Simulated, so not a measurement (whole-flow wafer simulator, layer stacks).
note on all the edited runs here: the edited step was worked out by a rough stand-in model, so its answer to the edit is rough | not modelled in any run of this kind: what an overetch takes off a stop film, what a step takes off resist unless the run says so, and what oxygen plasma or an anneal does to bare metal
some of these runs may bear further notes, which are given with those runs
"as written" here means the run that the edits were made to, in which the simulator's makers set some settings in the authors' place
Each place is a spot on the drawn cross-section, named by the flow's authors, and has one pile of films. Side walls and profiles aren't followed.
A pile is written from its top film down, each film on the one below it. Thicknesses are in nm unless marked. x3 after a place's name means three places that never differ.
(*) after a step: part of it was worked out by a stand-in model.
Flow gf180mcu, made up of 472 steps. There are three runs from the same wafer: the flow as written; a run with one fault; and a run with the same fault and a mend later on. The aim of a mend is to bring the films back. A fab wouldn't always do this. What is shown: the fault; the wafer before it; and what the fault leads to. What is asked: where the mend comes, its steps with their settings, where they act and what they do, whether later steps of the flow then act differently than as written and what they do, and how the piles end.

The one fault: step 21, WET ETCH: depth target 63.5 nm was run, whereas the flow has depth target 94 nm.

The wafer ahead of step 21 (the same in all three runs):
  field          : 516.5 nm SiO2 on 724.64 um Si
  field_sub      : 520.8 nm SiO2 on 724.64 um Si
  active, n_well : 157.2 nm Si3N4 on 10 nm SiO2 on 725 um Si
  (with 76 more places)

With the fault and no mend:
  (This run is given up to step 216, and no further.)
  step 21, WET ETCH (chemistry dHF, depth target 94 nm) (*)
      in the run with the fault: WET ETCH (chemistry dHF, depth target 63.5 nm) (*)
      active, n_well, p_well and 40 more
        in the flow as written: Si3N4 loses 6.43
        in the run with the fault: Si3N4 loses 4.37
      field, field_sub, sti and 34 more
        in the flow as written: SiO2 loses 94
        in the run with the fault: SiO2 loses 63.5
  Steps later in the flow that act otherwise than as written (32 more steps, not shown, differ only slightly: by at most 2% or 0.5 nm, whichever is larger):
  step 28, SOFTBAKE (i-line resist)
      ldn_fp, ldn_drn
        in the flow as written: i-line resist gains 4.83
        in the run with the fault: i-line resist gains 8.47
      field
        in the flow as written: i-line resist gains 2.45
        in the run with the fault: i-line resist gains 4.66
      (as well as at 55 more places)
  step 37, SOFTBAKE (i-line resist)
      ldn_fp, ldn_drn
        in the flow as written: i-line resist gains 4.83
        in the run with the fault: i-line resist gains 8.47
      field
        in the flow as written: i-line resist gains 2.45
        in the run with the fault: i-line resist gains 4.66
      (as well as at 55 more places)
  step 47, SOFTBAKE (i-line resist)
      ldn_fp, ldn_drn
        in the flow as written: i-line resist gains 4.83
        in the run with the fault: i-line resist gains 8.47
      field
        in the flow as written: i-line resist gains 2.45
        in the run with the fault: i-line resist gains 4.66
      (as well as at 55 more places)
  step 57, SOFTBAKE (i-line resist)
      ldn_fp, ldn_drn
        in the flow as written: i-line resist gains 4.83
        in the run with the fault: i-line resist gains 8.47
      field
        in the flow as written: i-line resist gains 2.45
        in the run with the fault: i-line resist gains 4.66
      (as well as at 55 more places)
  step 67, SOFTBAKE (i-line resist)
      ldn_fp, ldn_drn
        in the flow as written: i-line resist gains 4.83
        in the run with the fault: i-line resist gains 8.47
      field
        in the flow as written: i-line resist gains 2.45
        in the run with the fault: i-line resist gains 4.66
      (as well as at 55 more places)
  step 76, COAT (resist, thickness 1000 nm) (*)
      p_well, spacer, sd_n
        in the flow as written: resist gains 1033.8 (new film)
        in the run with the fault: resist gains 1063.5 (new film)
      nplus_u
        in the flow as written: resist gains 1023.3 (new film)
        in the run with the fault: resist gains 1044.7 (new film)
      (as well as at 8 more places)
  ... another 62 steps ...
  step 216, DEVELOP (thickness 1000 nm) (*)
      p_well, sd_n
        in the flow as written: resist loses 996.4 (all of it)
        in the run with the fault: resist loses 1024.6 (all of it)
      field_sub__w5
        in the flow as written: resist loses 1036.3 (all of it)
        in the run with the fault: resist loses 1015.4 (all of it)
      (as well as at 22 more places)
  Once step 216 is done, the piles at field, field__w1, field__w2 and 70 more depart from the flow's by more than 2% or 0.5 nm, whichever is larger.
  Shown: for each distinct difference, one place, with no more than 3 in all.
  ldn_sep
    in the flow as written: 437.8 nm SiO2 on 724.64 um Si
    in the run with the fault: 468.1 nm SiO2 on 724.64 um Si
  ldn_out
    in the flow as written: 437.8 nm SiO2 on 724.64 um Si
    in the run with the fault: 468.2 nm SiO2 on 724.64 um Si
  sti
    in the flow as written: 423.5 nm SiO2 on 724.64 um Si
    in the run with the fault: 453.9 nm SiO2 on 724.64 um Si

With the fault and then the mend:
  After step 21 comes the mend.
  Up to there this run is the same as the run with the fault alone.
  step 21a, WET ETCH (chemistry dHF, depth target 30.5 nm) (a further turn of the flow's step 21, with different settings)
      field, field_sub, sti and 34 more
        SiO2 loses 30.5
  Every later step of the flow that is run acts as written, at every place that is followed, to within 2% or 0.5 nm, whichever is larger.
  At every place that both follow, the piles at the end match the flow's.
